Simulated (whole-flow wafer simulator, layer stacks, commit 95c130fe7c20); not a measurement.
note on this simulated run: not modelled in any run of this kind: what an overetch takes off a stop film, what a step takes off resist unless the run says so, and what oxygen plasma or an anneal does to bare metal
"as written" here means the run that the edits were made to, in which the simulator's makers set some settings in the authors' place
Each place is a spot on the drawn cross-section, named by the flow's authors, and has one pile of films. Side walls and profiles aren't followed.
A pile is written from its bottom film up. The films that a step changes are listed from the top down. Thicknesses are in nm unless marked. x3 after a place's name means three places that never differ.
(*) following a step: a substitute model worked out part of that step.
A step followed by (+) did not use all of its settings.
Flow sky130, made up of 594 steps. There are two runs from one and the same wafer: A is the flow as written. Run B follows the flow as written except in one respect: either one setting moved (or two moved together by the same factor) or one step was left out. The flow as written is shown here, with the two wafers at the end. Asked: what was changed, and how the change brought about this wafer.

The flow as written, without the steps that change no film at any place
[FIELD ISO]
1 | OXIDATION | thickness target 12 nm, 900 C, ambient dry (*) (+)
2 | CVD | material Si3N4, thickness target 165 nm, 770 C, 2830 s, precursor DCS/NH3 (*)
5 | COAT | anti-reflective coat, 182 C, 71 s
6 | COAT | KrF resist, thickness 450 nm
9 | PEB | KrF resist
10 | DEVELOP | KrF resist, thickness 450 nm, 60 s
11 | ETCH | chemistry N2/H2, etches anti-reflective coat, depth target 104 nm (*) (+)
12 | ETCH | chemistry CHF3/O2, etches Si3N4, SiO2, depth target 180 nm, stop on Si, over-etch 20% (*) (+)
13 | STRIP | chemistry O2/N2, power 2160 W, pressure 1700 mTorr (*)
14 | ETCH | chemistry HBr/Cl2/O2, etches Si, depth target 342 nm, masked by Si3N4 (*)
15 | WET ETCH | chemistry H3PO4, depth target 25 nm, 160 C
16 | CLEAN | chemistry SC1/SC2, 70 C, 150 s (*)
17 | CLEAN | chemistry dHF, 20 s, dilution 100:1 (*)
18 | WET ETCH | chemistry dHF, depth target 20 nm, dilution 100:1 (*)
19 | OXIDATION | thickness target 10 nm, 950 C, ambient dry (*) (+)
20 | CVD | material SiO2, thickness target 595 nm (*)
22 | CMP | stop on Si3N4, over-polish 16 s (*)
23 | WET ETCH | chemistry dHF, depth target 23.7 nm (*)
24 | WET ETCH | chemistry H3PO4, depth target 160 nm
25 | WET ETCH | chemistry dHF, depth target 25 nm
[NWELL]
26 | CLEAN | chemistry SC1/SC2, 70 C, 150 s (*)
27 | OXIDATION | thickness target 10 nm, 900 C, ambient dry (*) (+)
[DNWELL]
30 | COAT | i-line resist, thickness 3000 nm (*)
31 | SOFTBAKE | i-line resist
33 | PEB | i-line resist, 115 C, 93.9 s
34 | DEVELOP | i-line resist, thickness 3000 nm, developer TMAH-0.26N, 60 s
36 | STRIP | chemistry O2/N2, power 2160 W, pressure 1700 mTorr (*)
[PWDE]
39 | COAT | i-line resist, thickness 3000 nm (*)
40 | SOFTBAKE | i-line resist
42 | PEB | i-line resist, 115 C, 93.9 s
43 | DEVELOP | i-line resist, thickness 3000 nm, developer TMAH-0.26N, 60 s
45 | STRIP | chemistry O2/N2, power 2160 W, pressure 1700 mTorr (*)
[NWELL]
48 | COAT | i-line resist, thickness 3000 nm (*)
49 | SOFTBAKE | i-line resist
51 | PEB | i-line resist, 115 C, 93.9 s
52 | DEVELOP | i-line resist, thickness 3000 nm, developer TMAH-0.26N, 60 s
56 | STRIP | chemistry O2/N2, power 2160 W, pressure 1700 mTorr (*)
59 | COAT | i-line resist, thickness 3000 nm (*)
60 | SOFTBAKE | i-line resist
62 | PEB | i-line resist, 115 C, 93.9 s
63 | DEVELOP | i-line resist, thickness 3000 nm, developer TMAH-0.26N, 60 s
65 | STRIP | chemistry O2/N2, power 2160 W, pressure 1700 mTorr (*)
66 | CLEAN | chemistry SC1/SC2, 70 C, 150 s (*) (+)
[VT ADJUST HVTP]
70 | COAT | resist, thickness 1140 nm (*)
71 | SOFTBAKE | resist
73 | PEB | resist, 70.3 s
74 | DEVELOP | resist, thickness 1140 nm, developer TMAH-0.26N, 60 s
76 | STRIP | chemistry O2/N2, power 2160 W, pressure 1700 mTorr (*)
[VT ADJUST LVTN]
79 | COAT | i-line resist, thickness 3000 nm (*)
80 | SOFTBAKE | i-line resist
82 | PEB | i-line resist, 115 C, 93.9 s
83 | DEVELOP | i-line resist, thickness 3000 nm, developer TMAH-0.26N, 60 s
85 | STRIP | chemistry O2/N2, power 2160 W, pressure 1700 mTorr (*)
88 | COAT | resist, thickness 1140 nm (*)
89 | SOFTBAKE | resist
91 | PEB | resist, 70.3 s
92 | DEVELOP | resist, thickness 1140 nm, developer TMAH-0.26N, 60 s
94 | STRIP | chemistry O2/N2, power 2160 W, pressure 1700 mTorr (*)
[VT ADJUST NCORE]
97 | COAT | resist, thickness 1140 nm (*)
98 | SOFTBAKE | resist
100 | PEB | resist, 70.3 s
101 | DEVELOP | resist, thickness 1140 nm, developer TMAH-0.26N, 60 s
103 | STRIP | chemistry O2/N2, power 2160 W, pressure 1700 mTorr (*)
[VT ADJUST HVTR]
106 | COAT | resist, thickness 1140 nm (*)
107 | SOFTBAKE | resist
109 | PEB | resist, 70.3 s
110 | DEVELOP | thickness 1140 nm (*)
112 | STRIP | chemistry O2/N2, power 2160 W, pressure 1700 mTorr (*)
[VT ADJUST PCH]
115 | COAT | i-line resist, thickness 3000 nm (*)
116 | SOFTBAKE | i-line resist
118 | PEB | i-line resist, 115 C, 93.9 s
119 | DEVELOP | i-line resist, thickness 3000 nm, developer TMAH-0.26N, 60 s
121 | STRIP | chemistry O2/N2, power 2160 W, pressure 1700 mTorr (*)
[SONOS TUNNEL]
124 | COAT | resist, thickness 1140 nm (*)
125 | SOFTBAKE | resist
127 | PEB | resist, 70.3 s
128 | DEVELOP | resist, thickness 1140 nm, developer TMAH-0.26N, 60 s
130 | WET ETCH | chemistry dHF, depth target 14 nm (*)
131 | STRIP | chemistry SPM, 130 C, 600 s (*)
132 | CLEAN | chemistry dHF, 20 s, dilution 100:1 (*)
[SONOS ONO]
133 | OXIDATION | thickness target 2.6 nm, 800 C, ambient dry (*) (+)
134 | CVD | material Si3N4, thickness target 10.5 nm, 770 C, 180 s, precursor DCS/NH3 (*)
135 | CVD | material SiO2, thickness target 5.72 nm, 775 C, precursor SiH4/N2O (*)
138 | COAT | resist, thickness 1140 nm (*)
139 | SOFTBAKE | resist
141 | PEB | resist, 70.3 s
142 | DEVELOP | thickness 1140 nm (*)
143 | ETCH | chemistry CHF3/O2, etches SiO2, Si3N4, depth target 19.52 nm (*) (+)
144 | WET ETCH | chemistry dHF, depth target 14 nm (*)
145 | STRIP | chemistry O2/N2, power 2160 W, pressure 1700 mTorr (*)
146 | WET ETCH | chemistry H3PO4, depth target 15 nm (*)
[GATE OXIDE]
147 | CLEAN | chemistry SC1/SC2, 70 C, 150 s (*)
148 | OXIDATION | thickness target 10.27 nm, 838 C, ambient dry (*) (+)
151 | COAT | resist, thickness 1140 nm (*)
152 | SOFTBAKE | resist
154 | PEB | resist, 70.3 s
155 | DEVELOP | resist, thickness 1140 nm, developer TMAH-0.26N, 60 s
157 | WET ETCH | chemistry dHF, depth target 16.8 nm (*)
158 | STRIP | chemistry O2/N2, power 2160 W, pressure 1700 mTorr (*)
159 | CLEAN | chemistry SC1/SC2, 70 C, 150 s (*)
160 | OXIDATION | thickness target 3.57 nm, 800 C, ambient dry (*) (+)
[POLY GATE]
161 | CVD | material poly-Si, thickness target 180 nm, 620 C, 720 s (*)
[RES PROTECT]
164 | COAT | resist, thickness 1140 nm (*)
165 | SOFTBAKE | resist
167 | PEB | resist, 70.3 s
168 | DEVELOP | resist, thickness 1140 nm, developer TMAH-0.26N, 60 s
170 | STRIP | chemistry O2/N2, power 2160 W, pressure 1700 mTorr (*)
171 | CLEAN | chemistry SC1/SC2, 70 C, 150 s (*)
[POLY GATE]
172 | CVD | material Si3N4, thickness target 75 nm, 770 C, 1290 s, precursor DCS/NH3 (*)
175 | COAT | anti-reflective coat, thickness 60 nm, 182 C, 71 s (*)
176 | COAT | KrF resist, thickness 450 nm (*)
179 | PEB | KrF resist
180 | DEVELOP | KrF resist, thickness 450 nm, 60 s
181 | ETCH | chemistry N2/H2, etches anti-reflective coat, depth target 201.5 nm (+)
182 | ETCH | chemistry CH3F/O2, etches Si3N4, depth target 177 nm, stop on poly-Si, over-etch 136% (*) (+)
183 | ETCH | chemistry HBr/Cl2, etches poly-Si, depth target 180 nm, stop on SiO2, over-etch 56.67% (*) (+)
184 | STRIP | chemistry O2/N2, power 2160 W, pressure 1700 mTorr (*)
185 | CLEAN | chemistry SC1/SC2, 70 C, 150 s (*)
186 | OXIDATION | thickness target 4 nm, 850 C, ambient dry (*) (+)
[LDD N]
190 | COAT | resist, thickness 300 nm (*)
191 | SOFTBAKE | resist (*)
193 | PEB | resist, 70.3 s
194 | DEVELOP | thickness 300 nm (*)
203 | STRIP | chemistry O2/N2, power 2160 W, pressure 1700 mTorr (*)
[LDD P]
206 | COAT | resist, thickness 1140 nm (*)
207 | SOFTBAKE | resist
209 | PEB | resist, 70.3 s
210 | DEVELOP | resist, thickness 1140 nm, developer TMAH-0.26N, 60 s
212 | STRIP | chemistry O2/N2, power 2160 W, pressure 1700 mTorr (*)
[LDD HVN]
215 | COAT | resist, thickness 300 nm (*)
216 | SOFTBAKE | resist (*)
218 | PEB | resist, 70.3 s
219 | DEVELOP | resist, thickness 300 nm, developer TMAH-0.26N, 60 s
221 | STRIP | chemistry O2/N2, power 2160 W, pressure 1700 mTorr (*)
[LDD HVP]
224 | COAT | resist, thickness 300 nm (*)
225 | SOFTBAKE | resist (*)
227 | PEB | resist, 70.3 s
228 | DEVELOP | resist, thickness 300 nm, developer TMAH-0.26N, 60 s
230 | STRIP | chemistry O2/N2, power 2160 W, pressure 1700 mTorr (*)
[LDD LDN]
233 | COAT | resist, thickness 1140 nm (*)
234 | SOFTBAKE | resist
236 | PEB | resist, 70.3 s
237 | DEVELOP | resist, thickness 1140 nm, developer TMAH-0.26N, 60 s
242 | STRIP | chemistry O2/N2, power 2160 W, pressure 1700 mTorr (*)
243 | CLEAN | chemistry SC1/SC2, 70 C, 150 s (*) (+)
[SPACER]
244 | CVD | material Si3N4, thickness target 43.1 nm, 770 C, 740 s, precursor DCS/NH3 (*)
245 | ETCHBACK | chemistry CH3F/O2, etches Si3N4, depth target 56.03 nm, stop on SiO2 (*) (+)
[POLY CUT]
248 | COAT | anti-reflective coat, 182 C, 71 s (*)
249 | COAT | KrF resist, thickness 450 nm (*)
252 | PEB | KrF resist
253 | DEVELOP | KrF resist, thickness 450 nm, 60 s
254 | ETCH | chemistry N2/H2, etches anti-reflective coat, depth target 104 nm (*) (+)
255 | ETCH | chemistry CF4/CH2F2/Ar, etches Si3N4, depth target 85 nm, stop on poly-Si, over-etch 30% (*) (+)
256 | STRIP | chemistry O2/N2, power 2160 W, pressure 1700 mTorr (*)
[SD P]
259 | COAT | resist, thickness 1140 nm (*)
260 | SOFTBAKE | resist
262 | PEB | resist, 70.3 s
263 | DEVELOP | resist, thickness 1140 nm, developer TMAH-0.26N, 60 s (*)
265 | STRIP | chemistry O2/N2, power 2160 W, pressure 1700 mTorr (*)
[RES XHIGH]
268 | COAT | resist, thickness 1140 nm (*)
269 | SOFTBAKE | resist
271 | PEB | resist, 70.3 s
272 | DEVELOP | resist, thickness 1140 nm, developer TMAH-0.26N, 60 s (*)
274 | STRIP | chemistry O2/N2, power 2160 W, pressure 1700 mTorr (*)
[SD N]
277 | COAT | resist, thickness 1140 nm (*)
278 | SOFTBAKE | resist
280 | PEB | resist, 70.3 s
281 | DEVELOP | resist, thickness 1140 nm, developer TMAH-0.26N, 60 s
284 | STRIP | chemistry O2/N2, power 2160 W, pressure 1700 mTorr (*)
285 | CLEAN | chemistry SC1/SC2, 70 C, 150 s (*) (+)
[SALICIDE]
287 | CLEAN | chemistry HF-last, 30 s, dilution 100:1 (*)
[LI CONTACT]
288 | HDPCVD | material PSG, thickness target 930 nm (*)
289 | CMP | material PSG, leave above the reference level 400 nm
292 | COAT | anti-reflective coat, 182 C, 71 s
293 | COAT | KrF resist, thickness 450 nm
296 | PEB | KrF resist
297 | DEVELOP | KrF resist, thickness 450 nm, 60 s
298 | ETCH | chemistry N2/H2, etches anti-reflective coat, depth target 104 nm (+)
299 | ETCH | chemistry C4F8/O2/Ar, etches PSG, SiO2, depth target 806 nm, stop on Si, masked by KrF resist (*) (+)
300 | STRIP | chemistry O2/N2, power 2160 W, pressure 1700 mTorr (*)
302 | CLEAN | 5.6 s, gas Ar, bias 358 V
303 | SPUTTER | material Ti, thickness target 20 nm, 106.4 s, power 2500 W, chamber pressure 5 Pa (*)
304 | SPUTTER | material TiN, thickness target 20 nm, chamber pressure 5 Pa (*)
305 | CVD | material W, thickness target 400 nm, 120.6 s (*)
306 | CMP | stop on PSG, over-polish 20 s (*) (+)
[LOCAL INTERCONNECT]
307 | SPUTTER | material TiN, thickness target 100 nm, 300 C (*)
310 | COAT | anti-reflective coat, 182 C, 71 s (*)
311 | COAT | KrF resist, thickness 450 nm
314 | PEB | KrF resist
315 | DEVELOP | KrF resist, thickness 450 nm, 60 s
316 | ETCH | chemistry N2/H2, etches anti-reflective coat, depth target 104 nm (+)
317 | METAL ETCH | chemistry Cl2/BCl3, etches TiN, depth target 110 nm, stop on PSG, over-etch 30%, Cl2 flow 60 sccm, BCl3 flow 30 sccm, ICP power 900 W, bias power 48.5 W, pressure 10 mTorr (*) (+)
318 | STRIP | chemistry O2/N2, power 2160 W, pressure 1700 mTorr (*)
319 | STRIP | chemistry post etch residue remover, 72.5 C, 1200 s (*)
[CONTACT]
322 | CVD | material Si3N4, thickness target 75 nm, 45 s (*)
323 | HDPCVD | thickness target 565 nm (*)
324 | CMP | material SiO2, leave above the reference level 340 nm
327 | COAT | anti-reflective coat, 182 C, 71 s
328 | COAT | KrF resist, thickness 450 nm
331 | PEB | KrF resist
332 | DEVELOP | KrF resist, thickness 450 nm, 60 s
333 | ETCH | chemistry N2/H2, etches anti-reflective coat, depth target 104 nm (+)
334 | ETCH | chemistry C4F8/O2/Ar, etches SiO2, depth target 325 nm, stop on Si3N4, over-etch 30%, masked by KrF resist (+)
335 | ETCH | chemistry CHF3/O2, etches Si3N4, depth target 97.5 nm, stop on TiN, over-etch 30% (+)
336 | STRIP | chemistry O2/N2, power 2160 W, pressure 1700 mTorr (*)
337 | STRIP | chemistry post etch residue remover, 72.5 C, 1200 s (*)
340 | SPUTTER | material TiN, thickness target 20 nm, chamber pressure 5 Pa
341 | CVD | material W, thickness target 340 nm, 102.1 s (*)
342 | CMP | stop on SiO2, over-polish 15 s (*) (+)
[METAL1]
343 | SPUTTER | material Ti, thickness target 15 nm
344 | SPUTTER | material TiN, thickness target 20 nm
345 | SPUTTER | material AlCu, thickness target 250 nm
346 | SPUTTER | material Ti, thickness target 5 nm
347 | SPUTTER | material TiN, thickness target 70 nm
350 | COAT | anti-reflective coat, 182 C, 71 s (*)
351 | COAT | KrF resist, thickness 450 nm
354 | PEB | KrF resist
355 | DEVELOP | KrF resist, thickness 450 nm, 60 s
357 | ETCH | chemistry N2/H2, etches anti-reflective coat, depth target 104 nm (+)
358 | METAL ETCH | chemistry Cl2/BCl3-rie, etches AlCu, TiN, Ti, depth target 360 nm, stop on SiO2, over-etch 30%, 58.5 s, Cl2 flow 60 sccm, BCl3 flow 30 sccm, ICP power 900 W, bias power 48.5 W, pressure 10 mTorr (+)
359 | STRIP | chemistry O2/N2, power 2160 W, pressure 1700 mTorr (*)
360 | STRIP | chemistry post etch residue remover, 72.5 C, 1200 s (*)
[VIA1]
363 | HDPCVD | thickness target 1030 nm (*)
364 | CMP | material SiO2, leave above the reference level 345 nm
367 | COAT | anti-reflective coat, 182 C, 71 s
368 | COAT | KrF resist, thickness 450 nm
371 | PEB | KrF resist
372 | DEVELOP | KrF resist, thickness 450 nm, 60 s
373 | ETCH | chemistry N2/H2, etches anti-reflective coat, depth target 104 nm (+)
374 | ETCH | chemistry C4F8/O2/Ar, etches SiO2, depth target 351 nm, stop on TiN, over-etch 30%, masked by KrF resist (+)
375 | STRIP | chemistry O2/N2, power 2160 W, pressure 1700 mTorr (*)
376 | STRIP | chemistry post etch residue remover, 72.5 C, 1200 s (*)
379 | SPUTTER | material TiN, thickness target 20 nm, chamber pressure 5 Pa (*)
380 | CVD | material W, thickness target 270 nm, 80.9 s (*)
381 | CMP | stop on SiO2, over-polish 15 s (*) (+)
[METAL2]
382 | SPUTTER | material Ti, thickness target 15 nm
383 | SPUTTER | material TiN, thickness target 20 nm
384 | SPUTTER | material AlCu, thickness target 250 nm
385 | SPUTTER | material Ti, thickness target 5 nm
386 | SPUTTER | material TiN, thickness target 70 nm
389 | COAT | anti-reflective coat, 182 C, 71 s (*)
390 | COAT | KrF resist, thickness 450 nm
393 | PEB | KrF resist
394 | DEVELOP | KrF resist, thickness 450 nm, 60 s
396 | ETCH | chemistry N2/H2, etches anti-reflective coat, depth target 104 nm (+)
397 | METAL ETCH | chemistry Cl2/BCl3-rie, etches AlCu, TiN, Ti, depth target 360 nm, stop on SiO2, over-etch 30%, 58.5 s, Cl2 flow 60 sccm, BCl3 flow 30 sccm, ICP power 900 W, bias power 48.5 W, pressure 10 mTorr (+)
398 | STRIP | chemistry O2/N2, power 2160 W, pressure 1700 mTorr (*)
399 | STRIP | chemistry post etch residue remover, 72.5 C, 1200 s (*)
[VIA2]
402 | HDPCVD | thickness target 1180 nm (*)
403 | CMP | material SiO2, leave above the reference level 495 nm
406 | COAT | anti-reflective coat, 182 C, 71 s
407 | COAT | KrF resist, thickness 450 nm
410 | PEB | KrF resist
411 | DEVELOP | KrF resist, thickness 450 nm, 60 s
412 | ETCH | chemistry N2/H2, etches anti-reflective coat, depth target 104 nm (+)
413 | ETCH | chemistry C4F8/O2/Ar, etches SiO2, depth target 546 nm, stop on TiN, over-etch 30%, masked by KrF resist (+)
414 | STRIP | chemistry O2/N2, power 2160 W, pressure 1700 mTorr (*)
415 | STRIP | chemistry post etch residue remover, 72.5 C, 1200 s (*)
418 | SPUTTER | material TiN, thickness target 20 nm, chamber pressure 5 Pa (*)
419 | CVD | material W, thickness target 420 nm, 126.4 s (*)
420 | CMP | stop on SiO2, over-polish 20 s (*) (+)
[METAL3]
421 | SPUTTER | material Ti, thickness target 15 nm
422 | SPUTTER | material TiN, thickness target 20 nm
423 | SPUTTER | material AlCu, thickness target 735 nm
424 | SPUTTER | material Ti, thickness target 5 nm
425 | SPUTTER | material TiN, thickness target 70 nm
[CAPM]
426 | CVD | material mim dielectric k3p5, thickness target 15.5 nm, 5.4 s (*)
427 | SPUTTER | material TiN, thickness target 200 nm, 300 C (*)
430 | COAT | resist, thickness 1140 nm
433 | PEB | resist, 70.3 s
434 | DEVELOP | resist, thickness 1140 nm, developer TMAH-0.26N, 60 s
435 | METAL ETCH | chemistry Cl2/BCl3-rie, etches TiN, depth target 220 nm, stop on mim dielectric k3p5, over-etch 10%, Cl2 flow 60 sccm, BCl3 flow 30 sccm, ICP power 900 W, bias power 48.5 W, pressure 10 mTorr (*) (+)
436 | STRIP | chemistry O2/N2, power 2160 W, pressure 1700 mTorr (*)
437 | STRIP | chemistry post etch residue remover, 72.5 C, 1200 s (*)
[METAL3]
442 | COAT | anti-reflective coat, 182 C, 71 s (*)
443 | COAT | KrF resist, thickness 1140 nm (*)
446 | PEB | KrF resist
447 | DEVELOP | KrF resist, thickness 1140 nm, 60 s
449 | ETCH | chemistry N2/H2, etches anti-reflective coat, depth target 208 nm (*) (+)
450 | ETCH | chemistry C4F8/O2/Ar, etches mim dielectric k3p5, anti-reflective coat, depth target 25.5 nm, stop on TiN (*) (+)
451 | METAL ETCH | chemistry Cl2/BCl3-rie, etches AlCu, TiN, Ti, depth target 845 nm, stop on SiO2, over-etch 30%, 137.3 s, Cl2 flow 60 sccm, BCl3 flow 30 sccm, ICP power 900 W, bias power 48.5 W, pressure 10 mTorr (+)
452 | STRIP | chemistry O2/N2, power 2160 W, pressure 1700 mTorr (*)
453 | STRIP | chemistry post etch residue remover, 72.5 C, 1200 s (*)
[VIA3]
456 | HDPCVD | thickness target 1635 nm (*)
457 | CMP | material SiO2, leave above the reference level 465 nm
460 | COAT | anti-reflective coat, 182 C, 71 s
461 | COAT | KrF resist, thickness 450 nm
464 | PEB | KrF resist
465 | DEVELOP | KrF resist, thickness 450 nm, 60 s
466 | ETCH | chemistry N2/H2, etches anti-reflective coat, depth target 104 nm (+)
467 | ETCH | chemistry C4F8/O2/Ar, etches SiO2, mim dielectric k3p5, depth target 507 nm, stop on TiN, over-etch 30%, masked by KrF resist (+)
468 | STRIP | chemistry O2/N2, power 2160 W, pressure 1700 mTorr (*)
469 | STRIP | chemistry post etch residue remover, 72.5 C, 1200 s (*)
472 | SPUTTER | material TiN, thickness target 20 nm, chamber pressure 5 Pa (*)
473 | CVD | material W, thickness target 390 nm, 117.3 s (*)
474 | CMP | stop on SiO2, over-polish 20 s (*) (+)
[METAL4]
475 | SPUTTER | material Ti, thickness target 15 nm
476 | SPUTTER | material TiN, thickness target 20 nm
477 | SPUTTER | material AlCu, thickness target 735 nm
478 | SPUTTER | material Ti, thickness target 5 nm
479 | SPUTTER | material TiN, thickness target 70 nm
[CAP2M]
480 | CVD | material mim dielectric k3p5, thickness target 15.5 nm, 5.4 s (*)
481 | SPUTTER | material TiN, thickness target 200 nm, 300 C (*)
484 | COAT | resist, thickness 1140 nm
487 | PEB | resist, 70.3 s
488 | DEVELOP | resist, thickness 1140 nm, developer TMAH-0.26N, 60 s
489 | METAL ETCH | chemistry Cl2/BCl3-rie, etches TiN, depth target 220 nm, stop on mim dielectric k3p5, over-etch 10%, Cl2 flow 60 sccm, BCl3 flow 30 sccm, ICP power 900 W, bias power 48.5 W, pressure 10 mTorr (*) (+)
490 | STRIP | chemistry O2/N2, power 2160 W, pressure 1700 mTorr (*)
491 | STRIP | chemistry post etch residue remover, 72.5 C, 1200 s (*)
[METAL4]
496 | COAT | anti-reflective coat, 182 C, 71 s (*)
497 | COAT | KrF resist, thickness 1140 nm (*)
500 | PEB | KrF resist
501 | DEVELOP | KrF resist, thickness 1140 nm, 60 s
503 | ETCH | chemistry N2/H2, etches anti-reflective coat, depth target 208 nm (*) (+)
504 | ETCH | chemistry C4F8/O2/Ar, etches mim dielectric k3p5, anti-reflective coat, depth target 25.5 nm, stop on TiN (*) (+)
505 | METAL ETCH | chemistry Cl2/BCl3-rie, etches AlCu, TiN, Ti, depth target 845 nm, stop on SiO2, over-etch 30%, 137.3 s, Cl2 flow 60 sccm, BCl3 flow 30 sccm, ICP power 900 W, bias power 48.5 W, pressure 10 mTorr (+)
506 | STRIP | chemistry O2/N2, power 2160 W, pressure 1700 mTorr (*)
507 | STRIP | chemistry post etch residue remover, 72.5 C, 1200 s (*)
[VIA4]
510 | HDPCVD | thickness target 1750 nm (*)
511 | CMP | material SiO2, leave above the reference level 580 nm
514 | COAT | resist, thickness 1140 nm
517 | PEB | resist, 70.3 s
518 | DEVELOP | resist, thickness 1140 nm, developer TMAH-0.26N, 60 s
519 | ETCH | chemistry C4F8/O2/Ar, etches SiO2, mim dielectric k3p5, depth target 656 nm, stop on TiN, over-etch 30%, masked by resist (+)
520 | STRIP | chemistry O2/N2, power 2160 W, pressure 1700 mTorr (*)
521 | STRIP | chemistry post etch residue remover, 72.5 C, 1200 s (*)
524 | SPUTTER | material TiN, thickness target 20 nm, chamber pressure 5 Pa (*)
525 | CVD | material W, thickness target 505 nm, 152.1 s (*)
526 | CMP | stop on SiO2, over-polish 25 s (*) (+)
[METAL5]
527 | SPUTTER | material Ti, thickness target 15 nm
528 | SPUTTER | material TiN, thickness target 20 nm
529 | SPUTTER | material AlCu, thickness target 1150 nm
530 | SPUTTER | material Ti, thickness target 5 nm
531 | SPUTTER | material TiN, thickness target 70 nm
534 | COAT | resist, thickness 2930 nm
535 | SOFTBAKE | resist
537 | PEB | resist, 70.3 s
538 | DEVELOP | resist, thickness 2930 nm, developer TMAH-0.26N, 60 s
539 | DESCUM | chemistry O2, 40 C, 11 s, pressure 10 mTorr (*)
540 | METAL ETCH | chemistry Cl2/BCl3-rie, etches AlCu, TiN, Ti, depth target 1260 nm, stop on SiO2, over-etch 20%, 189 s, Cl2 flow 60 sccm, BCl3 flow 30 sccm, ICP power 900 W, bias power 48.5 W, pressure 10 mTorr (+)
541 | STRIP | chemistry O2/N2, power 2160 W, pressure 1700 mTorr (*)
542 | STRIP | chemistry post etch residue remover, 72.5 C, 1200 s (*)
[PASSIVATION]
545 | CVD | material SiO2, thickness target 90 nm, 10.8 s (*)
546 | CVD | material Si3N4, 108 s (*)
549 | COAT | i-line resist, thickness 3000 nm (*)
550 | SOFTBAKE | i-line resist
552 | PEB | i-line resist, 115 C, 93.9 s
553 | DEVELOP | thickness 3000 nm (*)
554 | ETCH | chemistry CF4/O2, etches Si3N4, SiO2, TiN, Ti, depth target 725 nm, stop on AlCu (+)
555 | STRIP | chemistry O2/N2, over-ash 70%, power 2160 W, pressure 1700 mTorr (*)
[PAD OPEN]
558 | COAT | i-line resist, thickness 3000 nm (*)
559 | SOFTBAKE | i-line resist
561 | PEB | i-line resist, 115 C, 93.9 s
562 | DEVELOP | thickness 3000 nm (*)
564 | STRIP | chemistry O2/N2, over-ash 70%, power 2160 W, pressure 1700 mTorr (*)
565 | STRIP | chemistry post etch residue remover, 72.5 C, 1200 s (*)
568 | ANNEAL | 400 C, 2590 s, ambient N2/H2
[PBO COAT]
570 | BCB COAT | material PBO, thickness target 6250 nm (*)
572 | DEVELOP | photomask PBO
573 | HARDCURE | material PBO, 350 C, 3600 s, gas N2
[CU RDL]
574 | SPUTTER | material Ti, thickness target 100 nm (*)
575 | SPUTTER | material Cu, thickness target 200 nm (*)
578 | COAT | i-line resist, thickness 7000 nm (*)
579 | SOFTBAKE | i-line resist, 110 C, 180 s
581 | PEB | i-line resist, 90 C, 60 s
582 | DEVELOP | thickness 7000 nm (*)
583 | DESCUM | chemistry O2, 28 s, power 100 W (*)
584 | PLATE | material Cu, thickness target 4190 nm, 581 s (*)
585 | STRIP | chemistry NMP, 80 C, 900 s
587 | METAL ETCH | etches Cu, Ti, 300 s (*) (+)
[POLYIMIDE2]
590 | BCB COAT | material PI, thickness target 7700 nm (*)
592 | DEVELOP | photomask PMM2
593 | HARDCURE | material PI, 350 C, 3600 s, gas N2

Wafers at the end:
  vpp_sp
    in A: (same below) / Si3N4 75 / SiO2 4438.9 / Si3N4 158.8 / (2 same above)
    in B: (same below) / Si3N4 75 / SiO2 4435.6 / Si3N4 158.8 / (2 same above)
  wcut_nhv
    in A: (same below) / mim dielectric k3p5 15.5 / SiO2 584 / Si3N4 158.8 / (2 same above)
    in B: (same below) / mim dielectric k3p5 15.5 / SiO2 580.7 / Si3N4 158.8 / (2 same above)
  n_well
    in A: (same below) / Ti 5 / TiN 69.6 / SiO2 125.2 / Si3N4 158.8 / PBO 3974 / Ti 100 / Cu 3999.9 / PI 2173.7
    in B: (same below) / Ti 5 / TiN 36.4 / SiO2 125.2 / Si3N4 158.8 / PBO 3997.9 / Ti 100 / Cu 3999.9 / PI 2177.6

What caused this: step 531, SPUTTER: thickness target 36.8 nm was run, though the flow has thickness target 70 nm.

Step by step, how the change led to this:
  531 | SPUTTER | material TiN, thickness target 70 nm
      field, active, n_well and 190 more: A +70 TiN (new film) | B +36.8 TiN (new film)
  540 | METAL ETCH | chemistry Cl2/BCl3-rie, etches AlCu, TiN, Ti, depth target 1260 nm, stop on SiO2, over-etch 20%, 189 s, Cl2 flow 60 sccm, BCl3 flow 30 sccm, ICP power 900 W, bias power 48.5 W, pressure 10 mTorr (+)
      field, active, gate and 175 more: A -70 TiN (all of it), -5 Ti (all of it), -1150 AlCu (all of it), -20 TiN (all of it), -15 Ti (all of it), -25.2 SiO2 | B -36.8 TiN (all of it), -5 Ti (all of it), -1150 AlCu (all of it), -20 TiN (all of it), -15 Ti (all of it), -28.5 SiO2
  550 | SOFTBAKE | i-line resist
      gate: A -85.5 i-line resist | B -82.2 i-line resist
      spacer: A -97.5 i-line resist | B -93.8 i-line resist
      (as well as at 57 more places)
  554 | ETCH | chemistry CF4/O2, etches Si3N4, SiO2, TiN, Ti, depth target 725 nm, stop on AlCu (+)
      field, active, n_well and 189 more: A -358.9 i-line resist | B -325.7 i-line resist
      pad: A -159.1 Si3N4 (all of it), -125.2 SiO2 (all of it), -69.6 TiN (all of it), -5 Ti (all of it) | B -159.1 Si3N4 (all of it), -125.2 SiO2 (all of it), -36.4 TiN (all of it), -5 Ti (all of it)
  555 | STRIP | chemistry O2/N2, over-ash 70%, power 2160 W, pressure 1700 mTorr (*)
      n_well, p_well, sd_n, sd_p: A -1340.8 i-line resist (all of it) | B -1403.2 i-line resist (all of it)
      m1: A -1364.1 i-line resist (all of it) | B -1425.8 i-line resist (all of it)
      (as well as at 8 more places)
  559 | SOFTBAKE | i-line resist
      gate: A -85.5 i-line resist | B -82.2 i-line resist
      gate_hv: A +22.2 i-line resist | B +21.4 i-line resist
      (as well as at 62 more places)
  579 | SOFTBAKE | i-line resist, 110 C, 180 s
      m5_stack_ln: A -30 i-line resist | B -29.2 i-line resist
